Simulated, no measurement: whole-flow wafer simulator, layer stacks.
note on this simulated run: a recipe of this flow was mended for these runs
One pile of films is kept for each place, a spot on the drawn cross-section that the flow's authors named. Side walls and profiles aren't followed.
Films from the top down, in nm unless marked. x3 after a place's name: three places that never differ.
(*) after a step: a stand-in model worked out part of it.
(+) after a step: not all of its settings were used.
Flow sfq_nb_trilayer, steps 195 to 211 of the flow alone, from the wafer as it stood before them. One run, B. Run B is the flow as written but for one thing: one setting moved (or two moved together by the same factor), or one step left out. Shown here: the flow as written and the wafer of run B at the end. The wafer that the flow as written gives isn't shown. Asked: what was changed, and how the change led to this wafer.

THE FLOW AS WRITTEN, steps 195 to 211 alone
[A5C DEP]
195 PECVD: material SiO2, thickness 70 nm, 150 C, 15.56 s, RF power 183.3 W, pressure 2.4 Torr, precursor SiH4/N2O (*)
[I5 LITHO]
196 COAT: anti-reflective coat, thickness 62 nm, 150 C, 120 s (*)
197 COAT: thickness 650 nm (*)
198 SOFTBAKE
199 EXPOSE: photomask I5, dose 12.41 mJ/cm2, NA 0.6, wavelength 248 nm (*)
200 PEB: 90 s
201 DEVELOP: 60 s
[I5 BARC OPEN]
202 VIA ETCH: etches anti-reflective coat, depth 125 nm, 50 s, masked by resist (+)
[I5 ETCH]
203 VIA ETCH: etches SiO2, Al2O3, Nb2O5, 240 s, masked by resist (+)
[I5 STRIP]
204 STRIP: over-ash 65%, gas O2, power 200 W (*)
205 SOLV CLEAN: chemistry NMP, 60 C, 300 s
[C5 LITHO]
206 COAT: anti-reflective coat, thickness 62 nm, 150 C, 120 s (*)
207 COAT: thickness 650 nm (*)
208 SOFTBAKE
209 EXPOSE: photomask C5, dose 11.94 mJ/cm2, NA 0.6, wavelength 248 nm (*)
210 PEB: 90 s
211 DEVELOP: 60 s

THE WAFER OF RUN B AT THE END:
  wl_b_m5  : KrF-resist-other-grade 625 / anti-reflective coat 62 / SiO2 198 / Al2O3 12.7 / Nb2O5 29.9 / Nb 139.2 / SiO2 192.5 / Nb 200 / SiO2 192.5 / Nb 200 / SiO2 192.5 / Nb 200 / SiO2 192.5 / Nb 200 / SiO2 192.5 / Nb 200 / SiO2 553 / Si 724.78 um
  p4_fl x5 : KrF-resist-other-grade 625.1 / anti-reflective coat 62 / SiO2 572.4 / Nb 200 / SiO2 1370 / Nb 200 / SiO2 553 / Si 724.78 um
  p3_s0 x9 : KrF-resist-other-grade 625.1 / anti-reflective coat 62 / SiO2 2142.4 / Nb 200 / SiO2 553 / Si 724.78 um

The cause: step 195, PECVD: thickness 53.2 nm was run, where the flow has thickness 70 nm; step 195, PECVD: 11.82 s was run, where the flow has 15.56 s.

How the change led to this, step by step:
  195 PECVD: material SiO2, thickness 70 nm, 150 C, 15.56 s, RF power 183.3 W, pressure 2.4 Torr, precursor SiH4/N2O (*)
      field_l, v_sur, via_wl and 92 more: SiO2 +53.2 (as written it would be: SiO2 +70)
      ce_l, c5j, ce_r and 8 more: SiO2 +53.2 (new film) (as written it would be: SiO2 +70 (new film))
  203 VIA ETCH: etches SiO2, Al2O3, Nb2O5, 240 s, masked by resist (+)
      be: SiO2 -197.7 (all of it), Al2O3 -12.7 (all of it), Nb2O5 -29.9 (all of it), Nb -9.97 (as written it would be: SiO2 -214.5 (all of it), Al2O3 -12.7 (all of it), Nb2O5 -29.9 (all of it), Nb -8.57)
